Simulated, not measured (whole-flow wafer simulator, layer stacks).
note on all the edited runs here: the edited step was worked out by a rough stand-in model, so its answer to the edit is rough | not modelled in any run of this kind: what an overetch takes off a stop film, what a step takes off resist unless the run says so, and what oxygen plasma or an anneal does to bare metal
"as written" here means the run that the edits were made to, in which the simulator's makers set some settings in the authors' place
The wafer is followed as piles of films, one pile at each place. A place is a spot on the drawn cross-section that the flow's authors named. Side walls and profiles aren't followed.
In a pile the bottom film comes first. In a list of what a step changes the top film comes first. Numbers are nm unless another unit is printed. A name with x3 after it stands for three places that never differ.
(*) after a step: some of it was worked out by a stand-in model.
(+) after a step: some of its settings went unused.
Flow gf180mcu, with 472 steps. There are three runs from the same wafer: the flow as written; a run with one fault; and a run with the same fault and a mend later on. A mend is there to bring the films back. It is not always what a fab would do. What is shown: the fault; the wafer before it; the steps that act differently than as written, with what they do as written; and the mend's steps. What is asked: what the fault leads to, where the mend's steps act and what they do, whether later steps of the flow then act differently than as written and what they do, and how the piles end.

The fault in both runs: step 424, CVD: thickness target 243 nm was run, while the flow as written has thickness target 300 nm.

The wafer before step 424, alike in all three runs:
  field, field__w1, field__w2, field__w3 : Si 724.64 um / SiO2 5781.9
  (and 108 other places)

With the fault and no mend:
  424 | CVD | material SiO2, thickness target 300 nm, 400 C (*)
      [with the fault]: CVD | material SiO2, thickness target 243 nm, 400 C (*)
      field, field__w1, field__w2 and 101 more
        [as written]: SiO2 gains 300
        [with the fault]: SiO2 gains 243
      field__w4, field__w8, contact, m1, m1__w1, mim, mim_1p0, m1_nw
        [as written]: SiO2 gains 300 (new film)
        [with the fault]: SiO2 gains 243 (new film)
  Steps further on in the flow that do not act as written (3 more steps, not shown, differ only slightly: by at most 2% or 0.5 nm, whichever is larger):
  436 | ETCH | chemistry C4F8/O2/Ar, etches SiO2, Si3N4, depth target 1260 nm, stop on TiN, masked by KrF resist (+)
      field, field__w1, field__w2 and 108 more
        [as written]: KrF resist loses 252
        [with the fault]: KrF resist loses 244.3
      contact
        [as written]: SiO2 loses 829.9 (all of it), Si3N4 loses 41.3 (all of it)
        [with the fault]: SiO2 loses 772.9 (all of it), Si3N4 loses 41.3 (all of it)
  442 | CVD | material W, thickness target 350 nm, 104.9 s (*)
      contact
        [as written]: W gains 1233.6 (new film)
        [with the fault]: W gains 1176.1 (new film)
  The piles end different from the flow's at field__w4, field__w8, contact, m1, m1__w1, mim, mim_1p0, m1_nw by more than 2% or 0.5 nm, whichever is larger.
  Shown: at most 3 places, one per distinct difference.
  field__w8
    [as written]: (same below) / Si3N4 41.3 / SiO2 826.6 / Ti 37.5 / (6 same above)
    [with the fault]: (same below) / Si3N4 41.3 / SiO2 769.6 / Ti 37.5 / (6 same above)
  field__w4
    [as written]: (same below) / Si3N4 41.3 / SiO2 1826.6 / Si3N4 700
    [with the fault]: (same below) / Si3N4 41.3 / SiO2 1769.6 / Si3N4 700
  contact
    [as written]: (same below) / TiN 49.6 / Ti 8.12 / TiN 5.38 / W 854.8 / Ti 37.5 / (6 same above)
    [with the fault]: (same below) / TiN 49.6 / Ti 8.39 / TiN 5.56 / W 797.3 / Ti 37.5 / (6 same above)

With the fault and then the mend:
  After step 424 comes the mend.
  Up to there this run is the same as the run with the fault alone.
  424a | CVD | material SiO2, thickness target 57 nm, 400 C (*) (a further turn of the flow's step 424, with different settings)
      field, field__w1, field__w2 and 109 more
        SiO2 gains 57
  Later steps of the flow that are run all act as written at every place that is followed.
  At every place that both follow, the piles at the end match the flow's.
